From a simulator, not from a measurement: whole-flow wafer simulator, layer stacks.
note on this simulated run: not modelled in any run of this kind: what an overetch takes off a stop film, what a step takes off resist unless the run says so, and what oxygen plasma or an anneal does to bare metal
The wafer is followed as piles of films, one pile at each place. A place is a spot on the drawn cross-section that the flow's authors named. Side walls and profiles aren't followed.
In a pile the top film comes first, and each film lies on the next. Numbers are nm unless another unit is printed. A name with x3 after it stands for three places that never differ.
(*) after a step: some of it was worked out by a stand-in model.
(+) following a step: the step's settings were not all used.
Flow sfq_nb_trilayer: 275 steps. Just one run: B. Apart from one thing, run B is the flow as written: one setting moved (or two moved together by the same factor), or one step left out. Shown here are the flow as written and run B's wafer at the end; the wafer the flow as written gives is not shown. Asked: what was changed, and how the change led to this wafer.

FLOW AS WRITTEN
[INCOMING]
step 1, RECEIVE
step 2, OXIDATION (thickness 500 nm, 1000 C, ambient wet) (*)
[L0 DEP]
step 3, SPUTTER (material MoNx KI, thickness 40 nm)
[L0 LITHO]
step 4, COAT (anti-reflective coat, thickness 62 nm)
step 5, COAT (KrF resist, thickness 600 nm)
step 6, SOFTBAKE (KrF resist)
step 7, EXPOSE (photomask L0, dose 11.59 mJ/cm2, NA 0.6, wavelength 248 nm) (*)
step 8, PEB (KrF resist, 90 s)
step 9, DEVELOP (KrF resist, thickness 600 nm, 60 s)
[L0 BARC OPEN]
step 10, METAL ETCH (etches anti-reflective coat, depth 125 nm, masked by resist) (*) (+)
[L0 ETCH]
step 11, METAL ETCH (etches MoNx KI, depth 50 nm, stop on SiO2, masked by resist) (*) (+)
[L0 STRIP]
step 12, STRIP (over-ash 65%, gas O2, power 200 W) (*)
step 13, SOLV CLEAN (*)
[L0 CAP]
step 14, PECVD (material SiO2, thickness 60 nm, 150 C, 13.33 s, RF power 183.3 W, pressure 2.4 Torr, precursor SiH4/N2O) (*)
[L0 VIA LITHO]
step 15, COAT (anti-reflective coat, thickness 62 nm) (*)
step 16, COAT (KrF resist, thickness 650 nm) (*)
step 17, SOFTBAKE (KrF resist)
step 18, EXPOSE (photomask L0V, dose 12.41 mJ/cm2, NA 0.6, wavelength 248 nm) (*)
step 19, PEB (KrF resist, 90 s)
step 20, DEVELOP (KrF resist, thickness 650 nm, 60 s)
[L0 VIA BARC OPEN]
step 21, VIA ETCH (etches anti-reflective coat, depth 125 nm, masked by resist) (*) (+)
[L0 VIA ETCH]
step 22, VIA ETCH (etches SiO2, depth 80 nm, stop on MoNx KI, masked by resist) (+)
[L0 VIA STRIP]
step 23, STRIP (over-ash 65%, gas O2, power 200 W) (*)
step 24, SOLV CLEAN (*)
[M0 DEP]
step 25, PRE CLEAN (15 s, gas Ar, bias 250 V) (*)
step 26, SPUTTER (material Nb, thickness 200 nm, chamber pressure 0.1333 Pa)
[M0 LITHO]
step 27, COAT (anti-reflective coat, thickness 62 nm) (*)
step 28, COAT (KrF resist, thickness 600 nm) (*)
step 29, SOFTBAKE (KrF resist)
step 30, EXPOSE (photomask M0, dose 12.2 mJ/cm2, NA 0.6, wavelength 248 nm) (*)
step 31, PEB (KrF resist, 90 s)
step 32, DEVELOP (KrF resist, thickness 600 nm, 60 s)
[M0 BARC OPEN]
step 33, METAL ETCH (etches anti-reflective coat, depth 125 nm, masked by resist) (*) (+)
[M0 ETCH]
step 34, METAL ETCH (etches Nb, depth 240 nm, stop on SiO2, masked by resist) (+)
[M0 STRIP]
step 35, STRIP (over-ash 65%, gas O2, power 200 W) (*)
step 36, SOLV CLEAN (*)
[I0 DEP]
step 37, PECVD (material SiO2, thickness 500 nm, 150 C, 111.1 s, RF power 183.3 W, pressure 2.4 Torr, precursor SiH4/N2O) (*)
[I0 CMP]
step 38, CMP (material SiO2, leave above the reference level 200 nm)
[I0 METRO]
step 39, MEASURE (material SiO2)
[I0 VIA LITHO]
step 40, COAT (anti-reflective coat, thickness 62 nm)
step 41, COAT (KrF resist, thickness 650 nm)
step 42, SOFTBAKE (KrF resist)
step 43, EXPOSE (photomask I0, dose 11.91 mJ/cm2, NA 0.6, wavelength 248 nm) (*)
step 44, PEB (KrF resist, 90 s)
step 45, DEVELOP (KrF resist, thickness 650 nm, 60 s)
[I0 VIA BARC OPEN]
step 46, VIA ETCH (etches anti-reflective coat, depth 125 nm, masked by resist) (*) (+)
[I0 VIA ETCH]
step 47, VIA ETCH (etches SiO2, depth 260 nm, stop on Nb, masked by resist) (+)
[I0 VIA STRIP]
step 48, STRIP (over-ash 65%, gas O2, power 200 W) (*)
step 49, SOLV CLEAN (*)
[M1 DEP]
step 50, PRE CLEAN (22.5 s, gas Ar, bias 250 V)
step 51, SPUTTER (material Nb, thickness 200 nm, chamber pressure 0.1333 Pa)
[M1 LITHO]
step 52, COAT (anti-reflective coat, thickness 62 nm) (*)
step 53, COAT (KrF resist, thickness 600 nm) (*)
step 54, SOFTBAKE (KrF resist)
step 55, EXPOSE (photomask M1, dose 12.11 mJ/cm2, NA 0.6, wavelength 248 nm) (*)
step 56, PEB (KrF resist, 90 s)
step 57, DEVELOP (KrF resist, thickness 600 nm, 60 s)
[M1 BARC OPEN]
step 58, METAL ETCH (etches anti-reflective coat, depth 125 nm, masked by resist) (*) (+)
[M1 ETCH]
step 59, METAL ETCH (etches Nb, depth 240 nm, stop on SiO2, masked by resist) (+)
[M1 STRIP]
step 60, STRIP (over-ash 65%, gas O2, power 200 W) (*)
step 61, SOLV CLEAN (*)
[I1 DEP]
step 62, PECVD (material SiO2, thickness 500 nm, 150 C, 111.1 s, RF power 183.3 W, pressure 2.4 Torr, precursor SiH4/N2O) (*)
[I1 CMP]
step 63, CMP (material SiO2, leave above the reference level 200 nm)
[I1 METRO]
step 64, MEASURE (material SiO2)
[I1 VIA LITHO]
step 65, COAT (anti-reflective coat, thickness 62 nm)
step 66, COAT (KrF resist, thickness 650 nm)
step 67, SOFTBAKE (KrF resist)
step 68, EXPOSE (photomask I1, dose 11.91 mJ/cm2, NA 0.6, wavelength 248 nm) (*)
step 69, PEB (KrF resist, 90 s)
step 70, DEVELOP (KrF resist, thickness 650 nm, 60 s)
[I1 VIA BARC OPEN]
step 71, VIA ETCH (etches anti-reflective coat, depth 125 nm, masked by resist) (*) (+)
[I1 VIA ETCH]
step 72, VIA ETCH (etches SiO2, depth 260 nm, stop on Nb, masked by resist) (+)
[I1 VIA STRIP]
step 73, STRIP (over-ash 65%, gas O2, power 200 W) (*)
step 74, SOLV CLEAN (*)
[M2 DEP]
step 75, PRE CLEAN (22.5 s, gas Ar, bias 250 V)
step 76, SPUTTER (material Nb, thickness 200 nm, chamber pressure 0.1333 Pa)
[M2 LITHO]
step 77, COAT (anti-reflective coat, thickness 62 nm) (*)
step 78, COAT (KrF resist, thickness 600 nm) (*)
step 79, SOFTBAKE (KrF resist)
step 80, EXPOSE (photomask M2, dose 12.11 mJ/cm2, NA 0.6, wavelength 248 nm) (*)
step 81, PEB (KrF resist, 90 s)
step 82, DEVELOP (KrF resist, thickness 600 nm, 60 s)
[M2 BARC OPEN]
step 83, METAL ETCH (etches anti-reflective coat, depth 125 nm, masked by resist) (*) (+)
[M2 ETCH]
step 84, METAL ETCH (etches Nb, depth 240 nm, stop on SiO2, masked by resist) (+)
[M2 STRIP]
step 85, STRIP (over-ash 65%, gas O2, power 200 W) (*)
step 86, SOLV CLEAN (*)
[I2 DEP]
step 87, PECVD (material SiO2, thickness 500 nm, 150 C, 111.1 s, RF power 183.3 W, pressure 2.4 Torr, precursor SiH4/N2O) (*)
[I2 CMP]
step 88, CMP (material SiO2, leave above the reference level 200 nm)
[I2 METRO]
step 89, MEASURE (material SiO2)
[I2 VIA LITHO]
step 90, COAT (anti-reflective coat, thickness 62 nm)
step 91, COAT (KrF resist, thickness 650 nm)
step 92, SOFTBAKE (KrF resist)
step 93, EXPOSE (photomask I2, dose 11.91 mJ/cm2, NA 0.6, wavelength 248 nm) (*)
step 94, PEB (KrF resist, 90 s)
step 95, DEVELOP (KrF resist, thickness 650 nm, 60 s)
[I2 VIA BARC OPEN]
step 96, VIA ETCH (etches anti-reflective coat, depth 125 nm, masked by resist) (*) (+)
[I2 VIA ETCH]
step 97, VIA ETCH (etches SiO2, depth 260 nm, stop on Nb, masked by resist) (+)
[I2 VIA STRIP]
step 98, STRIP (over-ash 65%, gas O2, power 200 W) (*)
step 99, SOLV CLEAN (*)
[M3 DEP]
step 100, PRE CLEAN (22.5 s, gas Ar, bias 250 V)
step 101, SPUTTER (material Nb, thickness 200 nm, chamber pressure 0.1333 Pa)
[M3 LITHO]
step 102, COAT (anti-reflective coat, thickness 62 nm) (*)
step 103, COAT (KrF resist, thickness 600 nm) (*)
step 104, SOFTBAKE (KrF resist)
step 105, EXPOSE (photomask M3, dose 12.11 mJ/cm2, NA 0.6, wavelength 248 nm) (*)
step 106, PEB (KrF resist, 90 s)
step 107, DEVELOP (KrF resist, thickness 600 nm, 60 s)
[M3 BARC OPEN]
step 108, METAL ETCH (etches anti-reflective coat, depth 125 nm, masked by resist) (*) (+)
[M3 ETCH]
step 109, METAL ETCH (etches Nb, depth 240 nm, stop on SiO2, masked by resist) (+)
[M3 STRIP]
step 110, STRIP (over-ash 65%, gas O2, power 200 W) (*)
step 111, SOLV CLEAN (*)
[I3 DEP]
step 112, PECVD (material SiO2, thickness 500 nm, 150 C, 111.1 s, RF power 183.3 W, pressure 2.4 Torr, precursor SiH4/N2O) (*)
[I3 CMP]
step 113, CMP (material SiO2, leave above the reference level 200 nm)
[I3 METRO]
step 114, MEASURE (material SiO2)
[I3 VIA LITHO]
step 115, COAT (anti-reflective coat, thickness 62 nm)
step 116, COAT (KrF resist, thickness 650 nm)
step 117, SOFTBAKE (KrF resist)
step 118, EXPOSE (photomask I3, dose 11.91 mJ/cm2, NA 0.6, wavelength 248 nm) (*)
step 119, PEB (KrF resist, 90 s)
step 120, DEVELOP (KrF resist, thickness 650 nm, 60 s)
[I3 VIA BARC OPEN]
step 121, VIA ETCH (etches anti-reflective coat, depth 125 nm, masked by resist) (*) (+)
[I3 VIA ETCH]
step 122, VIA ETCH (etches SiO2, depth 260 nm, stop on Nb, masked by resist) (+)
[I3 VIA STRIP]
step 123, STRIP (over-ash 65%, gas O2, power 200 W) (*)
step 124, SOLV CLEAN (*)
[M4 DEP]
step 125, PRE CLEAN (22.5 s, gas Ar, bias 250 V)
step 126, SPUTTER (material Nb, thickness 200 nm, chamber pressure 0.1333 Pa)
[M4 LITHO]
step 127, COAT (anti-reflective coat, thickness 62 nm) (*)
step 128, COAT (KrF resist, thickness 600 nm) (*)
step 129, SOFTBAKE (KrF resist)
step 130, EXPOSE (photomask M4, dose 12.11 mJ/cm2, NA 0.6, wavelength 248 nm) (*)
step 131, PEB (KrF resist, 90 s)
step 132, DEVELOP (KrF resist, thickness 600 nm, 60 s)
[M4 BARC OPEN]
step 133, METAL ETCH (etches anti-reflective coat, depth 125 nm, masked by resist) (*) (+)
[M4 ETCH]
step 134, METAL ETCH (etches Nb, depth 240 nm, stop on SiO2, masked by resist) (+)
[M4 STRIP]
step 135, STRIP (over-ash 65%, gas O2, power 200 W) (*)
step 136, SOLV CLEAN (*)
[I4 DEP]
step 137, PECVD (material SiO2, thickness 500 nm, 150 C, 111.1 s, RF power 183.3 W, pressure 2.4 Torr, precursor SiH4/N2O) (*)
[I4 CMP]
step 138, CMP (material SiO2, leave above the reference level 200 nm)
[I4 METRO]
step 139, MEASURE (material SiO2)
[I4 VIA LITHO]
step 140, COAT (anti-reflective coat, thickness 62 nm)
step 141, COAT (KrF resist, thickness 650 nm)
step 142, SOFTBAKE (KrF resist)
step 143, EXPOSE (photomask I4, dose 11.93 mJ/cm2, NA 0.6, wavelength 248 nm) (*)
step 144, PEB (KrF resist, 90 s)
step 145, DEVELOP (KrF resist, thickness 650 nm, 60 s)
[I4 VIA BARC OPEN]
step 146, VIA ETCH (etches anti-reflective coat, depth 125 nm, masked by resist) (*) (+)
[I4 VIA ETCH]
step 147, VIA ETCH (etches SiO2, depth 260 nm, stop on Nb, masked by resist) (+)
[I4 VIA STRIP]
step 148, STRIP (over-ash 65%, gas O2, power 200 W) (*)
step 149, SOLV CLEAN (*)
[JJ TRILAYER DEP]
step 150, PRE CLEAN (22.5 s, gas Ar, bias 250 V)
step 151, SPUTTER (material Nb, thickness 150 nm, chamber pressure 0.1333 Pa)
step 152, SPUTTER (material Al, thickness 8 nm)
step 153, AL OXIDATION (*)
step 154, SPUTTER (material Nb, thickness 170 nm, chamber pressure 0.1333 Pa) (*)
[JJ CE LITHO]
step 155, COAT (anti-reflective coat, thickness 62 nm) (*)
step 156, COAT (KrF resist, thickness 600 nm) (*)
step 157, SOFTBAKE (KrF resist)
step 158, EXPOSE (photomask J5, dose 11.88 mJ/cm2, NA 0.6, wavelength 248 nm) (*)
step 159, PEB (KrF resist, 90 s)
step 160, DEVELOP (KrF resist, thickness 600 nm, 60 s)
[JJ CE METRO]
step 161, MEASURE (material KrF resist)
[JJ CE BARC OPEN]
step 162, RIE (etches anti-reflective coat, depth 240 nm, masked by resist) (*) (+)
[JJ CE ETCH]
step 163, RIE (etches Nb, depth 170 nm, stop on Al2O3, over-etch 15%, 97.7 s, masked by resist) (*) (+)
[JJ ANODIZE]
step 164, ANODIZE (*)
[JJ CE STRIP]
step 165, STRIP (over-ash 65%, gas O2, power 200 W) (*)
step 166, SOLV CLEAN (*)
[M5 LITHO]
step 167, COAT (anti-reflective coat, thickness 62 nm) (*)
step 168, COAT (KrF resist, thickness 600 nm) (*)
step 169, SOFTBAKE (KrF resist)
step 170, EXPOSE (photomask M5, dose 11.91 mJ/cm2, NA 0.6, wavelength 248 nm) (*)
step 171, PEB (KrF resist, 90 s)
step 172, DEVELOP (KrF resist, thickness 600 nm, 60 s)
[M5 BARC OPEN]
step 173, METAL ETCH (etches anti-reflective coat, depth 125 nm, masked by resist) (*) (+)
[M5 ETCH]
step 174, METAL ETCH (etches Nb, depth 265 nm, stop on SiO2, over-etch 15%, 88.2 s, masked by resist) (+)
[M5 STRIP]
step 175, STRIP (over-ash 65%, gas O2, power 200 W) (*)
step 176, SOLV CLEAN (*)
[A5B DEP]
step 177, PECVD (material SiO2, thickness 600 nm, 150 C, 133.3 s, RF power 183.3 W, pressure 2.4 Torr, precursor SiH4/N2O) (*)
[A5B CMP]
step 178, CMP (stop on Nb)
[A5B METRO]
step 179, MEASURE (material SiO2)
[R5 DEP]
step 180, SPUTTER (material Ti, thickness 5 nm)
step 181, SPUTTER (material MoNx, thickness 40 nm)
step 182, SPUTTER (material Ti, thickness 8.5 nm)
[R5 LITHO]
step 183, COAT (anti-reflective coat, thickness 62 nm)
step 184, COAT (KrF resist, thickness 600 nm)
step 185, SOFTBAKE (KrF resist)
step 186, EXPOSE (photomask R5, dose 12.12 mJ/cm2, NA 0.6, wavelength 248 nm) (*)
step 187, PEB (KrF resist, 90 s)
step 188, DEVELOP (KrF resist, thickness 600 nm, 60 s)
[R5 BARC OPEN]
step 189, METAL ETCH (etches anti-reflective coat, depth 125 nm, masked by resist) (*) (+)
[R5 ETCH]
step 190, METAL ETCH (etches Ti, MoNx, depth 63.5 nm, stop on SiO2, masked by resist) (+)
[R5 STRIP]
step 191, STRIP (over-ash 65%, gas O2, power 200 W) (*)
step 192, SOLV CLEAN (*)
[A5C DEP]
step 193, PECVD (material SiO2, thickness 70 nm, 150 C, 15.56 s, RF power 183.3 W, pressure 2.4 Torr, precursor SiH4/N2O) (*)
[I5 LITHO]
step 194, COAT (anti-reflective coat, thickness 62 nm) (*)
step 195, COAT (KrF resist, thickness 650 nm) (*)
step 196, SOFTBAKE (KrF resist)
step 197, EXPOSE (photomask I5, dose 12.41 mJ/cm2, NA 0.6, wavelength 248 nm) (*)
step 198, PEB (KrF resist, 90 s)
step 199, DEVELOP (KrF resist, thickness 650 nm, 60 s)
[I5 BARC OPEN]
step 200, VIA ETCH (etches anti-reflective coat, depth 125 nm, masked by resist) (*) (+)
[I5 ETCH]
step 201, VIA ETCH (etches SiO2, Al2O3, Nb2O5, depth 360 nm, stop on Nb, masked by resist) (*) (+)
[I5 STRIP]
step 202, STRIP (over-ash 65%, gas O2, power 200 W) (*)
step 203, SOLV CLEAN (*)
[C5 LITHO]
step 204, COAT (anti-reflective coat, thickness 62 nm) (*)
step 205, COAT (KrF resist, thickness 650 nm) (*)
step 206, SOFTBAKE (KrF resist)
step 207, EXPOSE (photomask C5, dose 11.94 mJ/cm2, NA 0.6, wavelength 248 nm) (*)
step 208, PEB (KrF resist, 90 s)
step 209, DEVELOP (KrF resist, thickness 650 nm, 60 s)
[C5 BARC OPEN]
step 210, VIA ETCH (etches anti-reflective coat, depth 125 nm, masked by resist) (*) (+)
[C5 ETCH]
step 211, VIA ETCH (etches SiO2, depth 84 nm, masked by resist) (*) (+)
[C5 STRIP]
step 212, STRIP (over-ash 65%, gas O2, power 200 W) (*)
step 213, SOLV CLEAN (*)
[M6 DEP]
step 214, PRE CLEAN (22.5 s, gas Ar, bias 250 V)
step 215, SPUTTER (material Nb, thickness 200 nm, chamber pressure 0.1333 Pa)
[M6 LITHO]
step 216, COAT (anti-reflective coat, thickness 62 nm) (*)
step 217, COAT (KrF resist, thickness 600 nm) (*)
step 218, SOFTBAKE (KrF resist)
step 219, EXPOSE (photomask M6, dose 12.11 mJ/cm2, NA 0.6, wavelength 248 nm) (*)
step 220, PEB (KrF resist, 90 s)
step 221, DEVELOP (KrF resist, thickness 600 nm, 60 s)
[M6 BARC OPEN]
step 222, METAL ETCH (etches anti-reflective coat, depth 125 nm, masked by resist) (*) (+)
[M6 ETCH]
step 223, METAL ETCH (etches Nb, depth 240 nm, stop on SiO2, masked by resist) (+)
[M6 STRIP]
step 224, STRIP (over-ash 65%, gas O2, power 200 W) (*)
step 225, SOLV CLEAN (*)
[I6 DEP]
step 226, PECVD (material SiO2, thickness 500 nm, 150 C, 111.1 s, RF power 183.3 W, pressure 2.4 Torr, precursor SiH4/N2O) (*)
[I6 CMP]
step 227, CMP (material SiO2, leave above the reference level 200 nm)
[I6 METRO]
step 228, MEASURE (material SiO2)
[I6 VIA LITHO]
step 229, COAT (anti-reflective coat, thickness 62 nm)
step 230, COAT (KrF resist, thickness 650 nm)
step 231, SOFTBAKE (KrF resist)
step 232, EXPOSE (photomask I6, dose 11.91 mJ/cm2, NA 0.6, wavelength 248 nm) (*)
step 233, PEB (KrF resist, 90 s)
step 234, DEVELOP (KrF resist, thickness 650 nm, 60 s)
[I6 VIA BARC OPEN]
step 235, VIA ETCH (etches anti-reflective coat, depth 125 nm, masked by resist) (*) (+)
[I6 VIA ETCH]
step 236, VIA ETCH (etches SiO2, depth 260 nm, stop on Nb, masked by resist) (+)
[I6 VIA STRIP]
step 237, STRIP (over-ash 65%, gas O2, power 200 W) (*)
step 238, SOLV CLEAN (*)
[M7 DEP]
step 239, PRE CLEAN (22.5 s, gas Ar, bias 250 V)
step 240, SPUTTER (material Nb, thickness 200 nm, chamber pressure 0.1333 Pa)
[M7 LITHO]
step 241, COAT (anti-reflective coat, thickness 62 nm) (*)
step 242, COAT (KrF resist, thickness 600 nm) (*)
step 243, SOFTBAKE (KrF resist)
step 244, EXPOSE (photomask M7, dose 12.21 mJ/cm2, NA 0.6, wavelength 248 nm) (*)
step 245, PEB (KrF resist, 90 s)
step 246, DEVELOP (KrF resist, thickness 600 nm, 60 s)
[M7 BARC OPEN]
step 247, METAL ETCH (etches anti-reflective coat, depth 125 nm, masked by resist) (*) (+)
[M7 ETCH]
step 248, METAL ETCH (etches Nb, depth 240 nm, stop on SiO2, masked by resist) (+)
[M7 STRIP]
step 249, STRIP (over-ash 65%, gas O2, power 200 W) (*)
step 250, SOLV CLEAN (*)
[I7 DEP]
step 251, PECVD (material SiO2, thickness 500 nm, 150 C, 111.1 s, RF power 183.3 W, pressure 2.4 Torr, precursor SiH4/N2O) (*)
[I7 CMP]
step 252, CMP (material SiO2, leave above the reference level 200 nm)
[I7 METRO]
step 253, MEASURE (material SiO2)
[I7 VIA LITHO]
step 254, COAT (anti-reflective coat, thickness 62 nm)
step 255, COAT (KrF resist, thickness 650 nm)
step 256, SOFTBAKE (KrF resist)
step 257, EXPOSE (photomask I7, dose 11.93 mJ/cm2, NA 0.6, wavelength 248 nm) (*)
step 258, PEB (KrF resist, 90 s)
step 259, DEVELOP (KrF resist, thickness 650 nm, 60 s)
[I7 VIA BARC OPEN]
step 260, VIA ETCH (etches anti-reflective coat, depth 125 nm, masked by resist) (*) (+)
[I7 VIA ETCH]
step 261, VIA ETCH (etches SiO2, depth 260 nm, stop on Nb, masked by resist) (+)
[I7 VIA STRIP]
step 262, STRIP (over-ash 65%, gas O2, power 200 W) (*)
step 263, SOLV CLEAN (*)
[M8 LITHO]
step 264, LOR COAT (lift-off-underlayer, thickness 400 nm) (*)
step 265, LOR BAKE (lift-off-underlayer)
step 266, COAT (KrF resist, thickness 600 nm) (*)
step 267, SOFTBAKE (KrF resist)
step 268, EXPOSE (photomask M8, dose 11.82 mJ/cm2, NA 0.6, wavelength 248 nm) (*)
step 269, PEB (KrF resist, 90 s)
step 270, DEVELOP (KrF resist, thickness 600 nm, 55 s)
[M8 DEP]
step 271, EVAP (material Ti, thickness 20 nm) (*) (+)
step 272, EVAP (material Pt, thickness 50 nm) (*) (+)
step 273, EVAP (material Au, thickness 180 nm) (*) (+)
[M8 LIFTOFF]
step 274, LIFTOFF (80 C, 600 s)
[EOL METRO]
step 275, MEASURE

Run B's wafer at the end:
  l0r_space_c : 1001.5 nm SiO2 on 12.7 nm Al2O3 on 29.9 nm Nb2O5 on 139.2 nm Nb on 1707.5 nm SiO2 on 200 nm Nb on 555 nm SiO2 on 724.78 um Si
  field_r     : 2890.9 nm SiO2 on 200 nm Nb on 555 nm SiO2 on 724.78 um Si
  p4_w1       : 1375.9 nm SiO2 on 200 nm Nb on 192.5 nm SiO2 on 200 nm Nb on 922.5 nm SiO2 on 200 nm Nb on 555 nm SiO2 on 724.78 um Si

Cause: step 63, CMP: leave above the reference level 145 nm was run, while the flow as written has leave above the reference level 200 nm.

How this came from the change, step by step:
  step 63, CMP (material SiO2, leave above the reference level 200 nm)
      field_l, be, be_sur and 72 more: -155 SiO2 (as written it would have been: -100 SiO2)
      v_sur, via_wl, via_wr and 20 more: -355 SiO2 (as written it would have been: -300 SiO2)
      (also at 8 further places)
  step 72, VIA ETCH (etches SiO2, depth 260 nm, stop on Nb, masked by resist) (+)
      field_l, v_sur, via_wl and 102 more: -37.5 KrF resist (as written it would have been: -44.8 KrF resist)
      via_v: -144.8 SiO2 (all of it) (as written it would have been: -199.8 SiO2 (all of it))
  step 76, SPUTTER (material Nb, thickness 200 nm, chamber pressure 0.1333 Pa)
      via_v: +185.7 Nb (as written it would have been: +174.5 Nb)
  step 77, COAT (anti-reflective coat, thickness 62 nm) (*)
      via_v: +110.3 anti-reflective coat (new film) (as written it would have been: +123.1 anti-reflective coat (new film))
  step 78, COAT (KrF resist, thickness 600 nm) (*)
      via_v: +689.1 KrF resist (new film) (as written it would have been: +733.7 KrF resist (new film))
  step 85, STRIP (over-ash 65%, gas O2, power 200 W) (*)
      via_v: -471.2 KrF resist (all of it), -110.3 anti-reflective coat (all of it) (as written it would have been: -515.8 KrF resist (all of it), -123.1 anti-reflective coat (all of it))
  step 87, PECVD (material SiO2, thickness 500 nm, 150 C, 111.1 s, RF power 183.3 W, pressure 2.4 Torr, precursor SiH4/N2O) (*)
      via_v: +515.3 SiO2 (new film) (as written it would have been: +606 SiO2 (new film))
  step 88, CMP (material SiO2, leave above the reference level 200 nm)
      via_v: -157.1 SiO2 (as written it would have been: -181.6 SiO2)
